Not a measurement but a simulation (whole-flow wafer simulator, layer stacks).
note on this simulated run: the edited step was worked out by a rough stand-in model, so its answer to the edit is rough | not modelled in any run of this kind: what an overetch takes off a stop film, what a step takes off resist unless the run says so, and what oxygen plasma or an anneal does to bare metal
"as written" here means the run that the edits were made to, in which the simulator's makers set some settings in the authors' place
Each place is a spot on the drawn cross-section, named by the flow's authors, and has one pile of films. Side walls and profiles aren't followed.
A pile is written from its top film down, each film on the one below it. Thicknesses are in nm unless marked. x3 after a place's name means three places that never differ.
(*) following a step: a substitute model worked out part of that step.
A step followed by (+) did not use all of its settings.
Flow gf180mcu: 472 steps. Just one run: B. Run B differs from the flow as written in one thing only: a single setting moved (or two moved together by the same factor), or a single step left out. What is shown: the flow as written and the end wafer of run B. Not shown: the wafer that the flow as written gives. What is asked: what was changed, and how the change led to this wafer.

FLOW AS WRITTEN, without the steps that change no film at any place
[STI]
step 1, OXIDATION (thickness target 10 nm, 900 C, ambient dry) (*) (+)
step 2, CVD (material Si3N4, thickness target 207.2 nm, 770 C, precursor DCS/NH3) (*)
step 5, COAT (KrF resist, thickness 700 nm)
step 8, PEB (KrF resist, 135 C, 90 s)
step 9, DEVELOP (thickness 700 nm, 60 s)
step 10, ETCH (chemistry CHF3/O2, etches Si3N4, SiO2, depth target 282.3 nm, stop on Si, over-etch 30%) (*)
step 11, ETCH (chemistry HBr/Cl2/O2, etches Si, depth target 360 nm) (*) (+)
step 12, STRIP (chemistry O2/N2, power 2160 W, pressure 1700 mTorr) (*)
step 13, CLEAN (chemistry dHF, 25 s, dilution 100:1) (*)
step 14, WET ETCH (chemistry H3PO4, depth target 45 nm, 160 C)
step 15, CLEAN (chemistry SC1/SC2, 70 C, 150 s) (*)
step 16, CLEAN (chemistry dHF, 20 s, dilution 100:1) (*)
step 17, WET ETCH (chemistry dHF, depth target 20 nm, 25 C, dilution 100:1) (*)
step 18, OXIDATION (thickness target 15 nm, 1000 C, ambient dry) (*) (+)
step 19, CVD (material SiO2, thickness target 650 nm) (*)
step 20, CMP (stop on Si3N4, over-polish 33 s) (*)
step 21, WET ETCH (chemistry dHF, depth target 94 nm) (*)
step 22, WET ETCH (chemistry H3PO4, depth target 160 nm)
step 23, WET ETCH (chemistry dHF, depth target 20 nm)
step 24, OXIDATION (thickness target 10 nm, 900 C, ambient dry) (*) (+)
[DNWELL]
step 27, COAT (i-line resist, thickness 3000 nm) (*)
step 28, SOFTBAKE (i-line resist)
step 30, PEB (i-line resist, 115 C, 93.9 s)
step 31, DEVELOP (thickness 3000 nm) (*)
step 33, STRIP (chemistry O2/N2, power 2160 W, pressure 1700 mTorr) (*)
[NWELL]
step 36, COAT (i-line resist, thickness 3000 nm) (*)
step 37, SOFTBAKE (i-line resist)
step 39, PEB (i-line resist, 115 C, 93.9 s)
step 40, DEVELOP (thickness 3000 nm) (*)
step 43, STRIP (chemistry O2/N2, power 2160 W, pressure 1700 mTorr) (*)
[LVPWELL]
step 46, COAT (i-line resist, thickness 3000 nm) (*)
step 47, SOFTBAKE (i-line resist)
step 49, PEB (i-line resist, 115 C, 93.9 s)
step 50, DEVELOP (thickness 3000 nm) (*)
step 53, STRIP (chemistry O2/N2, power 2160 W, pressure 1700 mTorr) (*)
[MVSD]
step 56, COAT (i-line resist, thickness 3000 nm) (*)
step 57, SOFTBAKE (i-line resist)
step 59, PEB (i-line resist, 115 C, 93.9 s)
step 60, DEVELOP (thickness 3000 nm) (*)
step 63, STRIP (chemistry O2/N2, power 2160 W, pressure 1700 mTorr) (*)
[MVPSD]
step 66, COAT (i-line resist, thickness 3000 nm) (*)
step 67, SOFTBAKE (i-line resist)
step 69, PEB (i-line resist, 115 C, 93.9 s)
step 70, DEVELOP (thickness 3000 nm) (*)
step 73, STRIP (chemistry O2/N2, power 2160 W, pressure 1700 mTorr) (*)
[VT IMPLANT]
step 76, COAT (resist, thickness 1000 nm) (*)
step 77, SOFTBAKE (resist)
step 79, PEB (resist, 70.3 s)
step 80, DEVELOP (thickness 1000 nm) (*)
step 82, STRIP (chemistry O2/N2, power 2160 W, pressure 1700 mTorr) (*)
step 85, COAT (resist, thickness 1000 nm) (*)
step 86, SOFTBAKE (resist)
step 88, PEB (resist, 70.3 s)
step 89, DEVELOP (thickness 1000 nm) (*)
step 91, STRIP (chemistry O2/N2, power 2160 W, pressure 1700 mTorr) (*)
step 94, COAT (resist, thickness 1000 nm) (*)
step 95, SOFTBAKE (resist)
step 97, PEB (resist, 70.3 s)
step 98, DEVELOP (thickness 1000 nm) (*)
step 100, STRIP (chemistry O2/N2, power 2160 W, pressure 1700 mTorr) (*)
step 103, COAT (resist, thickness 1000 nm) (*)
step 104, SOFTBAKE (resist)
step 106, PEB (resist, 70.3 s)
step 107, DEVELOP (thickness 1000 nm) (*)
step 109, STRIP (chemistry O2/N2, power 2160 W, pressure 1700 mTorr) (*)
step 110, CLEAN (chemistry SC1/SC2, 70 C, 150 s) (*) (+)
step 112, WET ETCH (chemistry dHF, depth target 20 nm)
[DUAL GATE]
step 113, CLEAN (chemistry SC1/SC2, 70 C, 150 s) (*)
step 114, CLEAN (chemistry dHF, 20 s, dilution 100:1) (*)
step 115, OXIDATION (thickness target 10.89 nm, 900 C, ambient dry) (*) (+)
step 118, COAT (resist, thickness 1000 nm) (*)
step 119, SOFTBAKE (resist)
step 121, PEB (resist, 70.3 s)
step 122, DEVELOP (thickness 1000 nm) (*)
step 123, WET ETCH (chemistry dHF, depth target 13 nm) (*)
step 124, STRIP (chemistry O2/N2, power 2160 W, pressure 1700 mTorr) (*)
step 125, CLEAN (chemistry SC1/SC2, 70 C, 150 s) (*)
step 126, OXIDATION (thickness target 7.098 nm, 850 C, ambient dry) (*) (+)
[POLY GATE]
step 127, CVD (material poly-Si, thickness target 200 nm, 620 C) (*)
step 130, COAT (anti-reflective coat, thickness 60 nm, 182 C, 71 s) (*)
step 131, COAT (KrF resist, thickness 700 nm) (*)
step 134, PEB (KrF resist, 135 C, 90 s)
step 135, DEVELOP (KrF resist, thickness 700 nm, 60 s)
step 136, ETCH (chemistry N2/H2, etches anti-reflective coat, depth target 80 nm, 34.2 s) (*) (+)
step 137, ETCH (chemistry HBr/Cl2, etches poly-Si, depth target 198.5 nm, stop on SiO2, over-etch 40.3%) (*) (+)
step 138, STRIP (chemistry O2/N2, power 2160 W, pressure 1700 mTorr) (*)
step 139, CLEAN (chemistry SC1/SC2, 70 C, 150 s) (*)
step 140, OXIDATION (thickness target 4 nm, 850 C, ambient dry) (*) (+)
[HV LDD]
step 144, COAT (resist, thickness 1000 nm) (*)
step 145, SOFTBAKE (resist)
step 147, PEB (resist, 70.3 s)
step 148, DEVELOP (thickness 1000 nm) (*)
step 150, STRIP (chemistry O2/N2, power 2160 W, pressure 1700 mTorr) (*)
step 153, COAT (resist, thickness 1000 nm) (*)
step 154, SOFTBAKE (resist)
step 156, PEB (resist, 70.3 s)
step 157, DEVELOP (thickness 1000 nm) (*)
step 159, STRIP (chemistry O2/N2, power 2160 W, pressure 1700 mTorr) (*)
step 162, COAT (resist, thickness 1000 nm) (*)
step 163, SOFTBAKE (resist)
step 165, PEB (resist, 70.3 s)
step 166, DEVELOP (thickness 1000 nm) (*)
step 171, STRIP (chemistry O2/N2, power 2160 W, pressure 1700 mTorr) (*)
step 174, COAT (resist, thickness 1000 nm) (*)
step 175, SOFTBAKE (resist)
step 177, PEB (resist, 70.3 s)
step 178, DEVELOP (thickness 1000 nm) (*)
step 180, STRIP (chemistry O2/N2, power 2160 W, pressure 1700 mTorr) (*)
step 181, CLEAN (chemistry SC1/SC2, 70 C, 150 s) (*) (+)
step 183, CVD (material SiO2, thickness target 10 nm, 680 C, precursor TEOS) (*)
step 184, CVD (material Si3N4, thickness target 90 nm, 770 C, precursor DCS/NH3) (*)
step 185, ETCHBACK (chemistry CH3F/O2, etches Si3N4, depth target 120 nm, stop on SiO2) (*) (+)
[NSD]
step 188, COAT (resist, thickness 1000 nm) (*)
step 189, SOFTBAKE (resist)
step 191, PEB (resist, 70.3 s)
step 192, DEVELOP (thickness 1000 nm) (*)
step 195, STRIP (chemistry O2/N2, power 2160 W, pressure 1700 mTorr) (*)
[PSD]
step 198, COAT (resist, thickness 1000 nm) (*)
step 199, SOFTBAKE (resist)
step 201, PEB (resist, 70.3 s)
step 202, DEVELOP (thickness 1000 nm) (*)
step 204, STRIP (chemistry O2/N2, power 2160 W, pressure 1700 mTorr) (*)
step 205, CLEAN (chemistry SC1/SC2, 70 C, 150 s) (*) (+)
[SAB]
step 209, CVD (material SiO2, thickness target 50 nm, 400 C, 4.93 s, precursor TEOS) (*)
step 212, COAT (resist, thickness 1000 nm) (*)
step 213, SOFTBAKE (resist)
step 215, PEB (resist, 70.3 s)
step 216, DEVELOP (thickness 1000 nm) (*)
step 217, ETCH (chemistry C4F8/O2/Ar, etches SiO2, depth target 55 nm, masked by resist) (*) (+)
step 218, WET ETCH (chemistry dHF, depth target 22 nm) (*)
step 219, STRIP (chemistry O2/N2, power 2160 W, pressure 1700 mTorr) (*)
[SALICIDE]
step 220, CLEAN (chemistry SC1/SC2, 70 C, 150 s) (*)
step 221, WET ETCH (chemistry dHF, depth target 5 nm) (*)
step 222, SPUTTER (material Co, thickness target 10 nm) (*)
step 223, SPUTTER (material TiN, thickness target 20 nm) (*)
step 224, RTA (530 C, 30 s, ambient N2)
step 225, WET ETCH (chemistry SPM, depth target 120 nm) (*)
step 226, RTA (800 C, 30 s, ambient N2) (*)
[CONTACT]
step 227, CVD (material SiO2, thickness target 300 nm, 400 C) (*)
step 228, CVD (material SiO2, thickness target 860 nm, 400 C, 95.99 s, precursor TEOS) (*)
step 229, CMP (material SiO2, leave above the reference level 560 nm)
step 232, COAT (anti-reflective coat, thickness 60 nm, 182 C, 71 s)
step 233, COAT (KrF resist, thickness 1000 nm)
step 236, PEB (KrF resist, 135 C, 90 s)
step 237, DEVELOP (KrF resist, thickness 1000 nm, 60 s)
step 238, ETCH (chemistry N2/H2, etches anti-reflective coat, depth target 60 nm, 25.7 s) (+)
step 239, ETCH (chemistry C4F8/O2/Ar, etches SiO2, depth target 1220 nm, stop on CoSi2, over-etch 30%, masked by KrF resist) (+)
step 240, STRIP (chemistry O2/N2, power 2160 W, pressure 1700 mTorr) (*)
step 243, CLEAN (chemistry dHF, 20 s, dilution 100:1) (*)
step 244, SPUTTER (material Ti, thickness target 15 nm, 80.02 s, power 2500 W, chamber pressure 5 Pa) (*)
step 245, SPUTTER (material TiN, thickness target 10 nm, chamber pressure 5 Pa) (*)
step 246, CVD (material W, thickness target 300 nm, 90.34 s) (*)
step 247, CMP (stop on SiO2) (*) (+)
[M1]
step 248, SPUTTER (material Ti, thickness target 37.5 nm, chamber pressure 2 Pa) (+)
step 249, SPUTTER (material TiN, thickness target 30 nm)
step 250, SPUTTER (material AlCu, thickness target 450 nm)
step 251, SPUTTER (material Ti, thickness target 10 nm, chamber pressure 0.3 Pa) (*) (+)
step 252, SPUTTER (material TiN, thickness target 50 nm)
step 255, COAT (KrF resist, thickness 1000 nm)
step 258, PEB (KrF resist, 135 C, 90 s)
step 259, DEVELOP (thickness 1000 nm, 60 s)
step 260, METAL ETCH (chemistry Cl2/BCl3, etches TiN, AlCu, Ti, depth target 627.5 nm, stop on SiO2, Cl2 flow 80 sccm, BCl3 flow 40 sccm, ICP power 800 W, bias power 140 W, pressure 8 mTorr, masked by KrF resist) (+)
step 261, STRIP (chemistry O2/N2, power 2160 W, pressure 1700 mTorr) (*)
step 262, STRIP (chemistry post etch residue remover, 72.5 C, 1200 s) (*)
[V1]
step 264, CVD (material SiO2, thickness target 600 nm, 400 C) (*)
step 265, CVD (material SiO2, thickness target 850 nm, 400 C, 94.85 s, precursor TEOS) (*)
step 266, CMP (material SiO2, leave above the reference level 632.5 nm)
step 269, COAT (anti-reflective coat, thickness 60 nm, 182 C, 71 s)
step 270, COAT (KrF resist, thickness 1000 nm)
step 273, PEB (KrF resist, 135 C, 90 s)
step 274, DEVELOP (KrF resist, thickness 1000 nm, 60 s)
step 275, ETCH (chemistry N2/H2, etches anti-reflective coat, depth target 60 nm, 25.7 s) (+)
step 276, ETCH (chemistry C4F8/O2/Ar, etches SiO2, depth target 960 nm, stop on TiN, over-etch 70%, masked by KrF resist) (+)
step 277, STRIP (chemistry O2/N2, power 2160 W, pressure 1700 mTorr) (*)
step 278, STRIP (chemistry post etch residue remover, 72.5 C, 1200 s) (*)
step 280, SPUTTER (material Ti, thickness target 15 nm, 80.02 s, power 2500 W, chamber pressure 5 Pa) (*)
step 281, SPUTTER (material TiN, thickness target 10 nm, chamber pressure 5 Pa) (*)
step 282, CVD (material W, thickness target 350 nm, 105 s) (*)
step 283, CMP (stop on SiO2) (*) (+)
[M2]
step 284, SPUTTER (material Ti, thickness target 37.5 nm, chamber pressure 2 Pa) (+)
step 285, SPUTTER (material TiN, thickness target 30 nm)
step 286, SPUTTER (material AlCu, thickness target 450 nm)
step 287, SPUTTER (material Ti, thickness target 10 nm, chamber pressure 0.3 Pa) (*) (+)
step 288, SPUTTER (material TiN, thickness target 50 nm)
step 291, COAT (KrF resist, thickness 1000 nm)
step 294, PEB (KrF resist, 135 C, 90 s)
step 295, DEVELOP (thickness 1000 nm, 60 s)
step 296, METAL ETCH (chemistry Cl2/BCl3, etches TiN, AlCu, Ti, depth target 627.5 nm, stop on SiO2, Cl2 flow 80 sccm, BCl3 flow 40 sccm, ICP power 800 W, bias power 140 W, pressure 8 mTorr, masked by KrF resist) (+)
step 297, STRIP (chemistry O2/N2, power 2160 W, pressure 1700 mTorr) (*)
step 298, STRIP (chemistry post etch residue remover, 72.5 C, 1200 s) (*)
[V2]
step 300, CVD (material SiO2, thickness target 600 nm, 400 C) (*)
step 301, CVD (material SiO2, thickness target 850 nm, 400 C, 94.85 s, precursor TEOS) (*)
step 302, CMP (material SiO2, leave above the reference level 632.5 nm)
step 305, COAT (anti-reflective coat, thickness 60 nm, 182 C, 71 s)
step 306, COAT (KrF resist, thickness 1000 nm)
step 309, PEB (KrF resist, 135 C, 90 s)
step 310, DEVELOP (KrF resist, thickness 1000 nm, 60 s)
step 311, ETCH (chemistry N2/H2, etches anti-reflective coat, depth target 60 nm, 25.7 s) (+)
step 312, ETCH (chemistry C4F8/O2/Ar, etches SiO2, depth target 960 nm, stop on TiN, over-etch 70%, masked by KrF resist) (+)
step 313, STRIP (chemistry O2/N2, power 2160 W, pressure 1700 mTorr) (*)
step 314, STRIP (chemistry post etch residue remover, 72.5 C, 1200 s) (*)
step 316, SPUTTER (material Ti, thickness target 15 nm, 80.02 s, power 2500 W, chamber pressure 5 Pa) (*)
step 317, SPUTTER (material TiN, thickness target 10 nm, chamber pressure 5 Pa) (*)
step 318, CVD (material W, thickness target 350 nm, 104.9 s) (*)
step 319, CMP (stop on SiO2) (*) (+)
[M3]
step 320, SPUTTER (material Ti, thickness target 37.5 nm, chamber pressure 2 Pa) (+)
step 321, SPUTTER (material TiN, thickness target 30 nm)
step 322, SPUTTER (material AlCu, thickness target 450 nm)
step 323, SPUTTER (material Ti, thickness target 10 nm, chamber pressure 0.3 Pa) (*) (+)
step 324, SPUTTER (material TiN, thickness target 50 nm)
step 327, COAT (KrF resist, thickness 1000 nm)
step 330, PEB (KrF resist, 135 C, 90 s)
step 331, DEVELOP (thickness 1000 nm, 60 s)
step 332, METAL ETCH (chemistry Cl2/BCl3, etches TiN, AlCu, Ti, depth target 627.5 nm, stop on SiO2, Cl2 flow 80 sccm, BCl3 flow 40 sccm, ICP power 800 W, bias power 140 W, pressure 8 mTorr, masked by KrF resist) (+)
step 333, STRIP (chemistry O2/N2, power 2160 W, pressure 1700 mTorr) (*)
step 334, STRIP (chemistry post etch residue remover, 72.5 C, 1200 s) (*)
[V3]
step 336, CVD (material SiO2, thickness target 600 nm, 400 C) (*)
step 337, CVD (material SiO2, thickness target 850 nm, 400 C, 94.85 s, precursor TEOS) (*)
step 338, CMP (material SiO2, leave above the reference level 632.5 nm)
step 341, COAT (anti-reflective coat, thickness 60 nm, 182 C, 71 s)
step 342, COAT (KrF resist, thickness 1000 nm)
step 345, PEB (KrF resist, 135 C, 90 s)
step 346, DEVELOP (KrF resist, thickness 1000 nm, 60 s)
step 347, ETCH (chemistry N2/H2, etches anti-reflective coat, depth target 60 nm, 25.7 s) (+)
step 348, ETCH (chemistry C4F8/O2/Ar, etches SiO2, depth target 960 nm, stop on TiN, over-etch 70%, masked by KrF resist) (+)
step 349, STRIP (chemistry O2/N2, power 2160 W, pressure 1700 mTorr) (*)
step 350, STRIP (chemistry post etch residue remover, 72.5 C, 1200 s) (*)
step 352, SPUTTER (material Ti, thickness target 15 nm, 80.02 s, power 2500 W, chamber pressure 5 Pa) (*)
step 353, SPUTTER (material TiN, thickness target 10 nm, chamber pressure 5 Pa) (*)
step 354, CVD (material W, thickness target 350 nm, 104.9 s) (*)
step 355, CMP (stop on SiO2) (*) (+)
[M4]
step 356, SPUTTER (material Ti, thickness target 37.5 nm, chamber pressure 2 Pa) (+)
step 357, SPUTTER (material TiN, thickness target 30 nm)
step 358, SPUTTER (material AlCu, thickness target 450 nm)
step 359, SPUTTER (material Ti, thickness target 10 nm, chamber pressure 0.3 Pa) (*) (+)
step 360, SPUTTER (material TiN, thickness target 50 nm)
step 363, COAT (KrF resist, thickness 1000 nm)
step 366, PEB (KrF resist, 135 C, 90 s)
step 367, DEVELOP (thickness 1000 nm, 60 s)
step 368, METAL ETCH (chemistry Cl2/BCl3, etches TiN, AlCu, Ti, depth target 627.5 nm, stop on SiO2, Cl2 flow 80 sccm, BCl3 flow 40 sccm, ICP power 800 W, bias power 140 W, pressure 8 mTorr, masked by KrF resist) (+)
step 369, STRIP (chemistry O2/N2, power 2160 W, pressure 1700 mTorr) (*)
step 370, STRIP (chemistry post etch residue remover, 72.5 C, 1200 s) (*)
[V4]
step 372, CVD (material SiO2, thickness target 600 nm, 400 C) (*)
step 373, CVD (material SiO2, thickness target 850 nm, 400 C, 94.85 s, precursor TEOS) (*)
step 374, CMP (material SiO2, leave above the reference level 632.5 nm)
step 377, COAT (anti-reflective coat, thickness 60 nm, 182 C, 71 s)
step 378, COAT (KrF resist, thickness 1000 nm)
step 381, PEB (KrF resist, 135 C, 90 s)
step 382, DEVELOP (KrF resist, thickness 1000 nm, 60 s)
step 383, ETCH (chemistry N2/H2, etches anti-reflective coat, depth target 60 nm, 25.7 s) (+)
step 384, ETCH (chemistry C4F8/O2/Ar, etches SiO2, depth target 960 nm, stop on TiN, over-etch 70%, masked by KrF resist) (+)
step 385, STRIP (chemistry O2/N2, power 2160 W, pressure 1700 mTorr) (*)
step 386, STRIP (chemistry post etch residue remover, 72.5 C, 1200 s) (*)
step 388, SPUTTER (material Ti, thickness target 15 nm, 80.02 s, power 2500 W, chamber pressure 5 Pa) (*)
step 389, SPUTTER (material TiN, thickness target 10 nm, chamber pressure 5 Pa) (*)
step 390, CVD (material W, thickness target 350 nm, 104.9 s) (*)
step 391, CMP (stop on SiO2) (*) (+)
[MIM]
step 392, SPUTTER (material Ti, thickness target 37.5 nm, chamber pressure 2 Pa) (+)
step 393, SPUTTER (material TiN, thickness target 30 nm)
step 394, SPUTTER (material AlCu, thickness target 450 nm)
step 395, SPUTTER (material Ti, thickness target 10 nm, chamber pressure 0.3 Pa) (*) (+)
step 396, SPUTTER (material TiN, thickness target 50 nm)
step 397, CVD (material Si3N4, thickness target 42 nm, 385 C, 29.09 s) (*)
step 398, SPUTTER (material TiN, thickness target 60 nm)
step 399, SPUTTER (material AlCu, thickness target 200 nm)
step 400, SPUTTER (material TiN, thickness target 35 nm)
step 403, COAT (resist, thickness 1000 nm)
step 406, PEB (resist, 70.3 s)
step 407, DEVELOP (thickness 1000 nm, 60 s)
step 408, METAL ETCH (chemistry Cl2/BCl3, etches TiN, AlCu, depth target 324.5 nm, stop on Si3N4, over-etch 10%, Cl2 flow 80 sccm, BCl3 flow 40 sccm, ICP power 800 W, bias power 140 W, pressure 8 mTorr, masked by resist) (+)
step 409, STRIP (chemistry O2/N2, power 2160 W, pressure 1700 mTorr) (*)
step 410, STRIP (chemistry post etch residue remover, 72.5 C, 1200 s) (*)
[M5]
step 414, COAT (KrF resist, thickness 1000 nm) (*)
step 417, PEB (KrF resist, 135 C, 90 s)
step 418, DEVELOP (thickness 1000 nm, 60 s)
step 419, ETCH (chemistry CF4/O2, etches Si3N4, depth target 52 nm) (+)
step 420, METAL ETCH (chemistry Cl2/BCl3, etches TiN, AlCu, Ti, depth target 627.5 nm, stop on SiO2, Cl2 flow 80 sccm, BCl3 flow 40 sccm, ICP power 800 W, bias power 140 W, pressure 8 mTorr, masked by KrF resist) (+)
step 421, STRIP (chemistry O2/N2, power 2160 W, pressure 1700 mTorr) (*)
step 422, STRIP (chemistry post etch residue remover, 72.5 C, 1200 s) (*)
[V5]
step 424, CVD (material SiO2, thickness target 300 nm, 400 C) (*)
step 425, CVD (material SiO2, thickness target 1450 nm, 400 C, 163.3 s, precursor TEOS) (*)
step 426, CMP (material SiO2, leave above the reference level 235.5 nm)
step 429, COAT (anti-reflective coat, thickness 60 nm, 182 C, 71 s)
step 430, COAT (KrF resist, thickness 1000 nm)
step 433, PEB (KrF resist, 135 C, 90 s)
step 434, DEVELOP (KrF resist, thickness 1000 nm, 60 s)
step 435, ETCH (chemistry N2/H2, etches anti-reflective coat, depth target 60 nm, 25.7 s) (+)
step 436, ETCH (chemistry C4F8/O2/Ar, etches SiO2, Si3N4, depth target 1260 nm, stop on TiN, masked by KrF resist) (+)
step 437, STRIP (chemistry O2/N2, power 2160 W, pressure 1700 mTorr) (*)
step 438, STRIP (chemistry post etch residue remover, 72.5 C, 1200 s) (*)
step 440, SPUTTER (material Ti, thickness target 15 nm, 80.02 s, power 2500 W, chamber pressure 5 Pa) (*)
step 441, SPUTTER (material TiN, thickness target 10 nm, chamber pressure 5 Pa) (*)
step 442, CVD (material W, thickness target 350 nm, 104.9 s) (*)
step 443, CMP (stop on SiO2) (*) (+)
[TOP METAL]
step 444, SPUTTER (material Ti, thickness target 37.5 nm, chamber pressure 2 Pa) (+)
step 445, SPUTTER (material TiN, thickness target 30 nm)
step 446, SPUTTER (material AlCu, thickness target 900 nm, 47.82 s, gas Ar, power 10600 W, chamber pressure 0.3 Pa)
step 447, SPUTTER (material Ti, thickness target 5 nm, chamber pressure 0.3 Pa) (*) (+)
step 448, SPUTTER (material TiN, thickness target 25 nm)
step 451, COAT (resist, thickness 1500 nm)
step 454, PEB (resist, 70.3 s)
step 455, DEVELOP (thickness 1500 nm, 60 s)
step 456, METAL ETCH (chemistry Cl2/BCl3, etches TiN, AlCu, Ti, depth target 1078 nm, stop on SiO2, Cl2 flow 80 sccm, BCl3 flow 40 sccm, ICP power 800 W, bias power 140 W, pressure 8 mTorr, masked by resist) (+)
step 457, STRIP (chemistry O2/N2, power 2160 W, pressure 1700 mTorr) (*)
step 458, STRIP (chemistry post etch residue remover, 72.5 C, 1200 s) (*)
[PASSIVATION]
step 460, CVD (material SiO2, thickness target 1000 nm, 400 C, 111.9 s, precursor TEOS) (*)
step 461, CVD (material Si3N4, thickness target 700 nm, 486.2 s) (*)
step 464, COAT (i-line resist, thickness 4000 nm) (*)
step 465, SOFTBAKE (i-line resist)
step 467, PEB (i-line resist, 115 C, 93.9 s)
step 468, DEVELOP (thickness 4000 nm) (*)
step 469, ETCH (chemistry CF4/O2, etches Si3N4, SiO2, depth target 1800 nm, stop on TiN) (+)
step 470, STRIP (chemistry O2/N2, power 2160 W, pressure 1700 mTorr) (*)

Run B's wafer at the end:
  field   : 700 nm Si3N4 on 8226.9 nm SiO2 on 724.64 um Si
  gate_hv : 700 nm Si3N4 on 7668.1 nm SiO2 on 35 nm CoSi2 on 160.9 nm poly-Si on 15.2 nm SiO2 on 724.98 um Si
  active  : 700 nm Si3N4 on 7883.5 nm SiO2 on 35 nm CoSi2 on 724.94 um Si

What caused this: step 126, OXIDATION: thickness target 8.234 nm was run, while the flow as written has thickness target 7.098 nm.

The path from the change to this, step by step:
  step 126, OXIDATION (thickness target 7.098 nm, 850 C, ambient dry) (*) (+)
      gate_hv, active_hv, active_nat and 25 more: SiO2 gains 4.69, Si loses 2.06 (in the flow as written it would be: SiO2 gains 3.72, Si loses 1.64)
      active, n_well, p_well and 12 more: SiO2 gains 8.23 (new film), chemical SiO2 loses 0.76 (all of it), Si loses 3.29 (in the flow as written it would be: SiO2 gains 7.1 (new film), chemical SiO2 loses 0.76 (all of it), Si loses 2.79)
  step 189, SOFTBAKE (resist)
      nw_enc_fld_lv__w3: resist loses 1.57 (in the flow as written it would be: resist gains 2.11)
  step 199, SOFTBAKE (resist)
      nw_enc_fld_lv__w3: resist loses 1.57 (in the flow as written it would be: resist gains 2.11)
  step 218, WET ETCH (chemistry dHF, depth target 22 nm) (*)
      active, p_well, sd_n, iso_ptap_pw, iso_ntap_nw, iso_ptap_sub, vpnp_e: SiO2 loses 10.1 (all of it) (in the flow as written it would be: SiO2 loses 9.01 (all of it))
      ldn_tap, ldn_src, ldn_drn, ldp_tap, ldp_src, ldp_drn, ldp_gr: SiO2 loses 16.9 (all of it) (in the flow as written it would be: SiO2 loses 16 (all of it))
      (and at 9 other places as well)
